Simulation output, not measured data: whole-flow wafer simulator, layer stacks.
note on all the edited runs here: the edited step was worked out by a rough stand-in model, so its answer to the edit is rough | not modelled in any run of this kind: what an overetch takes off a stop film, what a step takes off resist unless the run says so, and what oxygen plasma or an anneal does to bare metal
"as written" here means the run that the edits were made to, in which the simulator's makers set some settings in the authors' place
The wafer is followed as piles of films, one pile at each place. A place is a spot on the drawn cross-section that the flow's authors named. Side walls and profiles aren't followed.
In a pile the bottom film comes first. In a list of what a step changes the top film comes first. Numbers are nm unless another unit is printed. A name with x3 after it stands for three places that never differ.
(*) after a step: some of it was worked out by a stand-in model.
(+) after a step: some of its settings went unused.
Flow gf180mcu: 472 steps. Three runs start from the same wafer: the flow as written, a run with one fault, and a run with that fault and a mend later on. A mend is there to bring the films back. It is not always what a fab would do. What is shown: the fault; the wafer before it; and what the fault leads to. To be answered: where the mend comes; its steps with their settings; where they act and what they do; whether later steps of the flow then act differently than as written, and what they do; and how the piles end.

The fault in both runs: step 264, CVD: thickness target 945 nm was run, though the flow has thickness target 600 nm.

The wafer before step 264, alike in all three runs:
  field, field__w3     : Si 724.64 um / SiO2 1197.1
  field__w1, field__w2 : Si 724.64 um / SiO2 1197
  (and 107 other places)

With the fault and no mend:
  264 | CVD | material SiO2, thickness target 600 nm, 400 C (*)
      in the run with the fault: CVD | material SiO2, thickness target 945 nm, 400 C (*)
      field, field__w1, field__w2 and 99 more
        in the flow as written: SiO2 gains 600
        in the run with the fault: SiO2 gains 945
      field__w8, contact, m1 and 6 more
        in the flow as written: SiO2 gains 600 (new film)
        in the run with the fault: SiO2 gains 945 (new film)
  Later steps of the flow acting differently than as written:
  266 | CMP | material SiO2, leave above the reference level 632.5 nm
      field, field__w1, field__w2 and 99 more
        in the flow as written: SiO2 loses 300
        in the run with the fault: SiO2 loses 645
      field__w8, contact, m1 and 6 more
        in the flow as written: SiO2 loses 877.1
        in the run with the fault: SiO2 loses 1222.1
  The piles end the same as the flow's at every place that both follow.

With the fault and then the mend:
  After step 275 comes the mend.
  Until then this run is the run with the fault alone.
  276 | ETCH | chemistry C4F8/O2/Ar, etches SiO2, depth target 1305 nm, stop on TiN, over-etch 70%, masked by KrF resist (+) (the flow's step 276, where the flow has depth target 960 nm)
      field, field__w1, field__w2 and 107 more
        KrF resist loses 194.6
      contact
        SiO2 loses 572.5 (all of it)
  None of the later steps of the flow differs from how it acts as written, at any place that is followed, by more than 2% or 0.5 nm, whichever is larger.
  The piles end the same as the flow's at every place that both follow.
